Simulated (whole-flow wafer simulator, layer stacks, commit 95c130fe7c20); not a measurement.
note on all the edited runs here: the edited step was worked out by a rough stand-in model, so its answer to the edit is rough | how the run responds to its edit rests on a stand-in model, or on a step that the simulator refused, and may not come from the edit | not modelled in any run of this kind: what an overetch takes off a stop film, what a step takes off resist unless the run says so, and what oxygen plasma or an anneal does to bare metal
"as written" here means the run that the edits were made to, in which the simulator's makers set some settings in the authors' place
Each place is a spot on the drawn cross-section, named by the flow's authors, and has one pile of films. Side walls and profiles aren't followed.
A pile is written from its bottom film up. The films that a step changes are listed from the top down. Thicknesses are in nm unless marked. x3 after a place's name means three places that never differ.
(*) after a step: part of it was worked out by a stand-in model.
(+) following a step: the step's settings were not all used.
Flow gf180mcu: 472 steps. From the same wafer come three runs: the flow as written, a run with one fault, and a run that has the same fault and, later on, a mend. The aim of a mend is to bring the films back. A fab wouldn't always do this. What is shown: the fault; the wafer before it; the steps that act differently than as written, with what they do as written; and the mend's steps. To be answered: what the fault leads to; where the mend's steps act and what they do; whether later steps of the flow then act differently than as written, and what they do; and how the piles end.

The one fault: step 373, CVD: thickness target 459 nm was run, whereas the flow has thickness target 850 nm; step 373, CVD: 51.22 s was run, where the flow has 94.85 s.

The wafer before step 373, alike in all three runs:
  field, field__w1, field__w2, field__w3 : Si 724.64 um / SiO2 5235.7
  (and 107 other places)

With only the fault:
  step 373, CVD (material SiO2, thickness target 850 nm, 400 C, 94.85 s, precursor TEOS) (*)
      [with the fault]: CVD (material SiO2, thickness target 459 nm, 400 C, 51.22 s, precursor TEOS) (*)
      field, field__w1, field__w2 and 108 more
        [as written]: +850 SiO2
        [with the fault]: +467.4 SiO2
  Steps further on in the flow that do not act as written (5 other steps are not shown; they differ only slightly, by no more than 2% or 0.5 nm, whichever is larger):
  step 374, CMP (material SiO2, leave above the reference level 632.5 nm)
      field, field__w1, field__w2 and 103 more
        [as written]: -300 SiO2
        [with the fault]: nothing
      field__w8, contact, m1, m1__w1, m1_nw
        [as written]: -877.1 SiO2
        [with the fault]: -494.5 SiO2
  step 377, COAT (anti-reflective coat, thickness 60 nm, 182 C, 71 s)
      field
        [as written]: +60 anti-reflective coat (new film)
        [with the fault]: +93.2 anti-reflective coat (new film)
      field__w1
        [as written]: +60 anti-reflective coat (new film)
        [with the fault]: +80.7 anti-reflective coat (new film)
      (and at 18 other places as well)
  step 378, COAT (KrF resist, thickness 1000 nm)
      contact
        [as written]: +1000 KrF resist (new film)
        [with the fault]: +968.5 KrF resist (new film)
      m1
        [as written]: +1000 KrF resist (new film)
        [with the fault]: +963.3 KrF resist (new film)
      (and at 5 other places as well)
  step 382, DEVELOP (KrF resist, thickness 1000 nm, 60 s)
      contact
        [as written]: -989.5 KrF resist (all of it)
        [with the fault]: -958.3 KrF resist (all of it)
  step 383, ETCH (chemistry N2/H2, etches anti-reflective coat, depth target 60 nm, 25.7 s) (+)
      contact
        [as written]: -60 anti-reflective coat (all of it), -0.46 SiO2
        [with the fault]: -24.9 anti-reflective coat (all of it), -1.36 SiO2
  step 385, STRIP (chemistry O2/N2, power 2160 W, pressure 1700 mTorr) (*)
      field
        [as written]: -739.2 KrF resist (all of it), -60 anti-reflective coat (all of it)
        [with the fault]: -724.5 KrF resist (all of it), -93.2 anti-reflective coat (all of it)
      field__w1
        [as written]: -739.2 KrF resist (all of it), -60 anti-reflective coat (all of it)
        [with the fault]: -723.1 KrF resist (all of it), -80.7 anti-reflective coat (all of it)
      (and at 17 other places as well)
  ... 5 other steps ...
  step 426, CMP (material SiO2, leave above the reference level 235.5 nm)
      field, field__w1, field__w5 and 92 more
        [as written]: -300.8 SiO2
        [with the fault]: -288.4 SiO2
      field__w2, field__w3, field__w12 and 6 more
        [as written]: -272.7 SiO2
        [with the fault]: -259.7 SiO2
  The piles end different from the flow's at field, field__w1, field__w2 and 109 more by more than 2% or 0.5 nm, whichever is larger.
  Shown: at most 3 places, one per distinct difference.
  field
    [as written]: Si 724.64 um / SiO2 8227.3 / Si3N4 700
    [with the fault]: Si 724.64 um / SiO2 5703.1 / Ti 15 / TiN 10 / W 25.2 / SiO2 2457.8 / Si3N4 700
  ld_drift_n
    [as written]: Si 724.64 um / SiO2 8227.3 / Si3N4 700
    [with the fault]: Si 724.64 um / SiO2 5703 / Ti 15 / TiN 10 / W 25.2 / SiO2 2457.8 / Si3N4 700
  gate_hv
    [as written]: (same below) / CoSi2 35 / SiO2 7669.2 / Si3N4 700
    [with the fault]: (same below) / CoSi2 35 / SiO2 5144.9 / Ti 15 / TiN 10 / W 25.2 / SiO2 2457.8 / Si3N4 700

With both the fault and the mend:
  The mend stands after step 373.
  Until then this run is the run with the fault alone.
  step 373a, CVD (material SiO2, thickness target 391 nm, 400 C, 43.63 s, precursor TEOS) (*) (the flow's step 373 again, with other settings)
      field, field__w1, field__w2 and 108 more
        +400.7 SiO2
  Steps further on in the flow that do not act as written:
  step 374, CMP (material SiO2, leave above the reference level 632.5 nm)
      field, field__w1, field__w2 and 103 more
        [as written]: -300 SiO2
        [with the mend]: -318.1 SiO2
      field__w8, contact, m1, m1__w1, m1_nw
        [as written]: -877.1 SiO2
        [with the mend]: -895.2 SiO2
  The piles end the same as the flow's at every place that both follow.
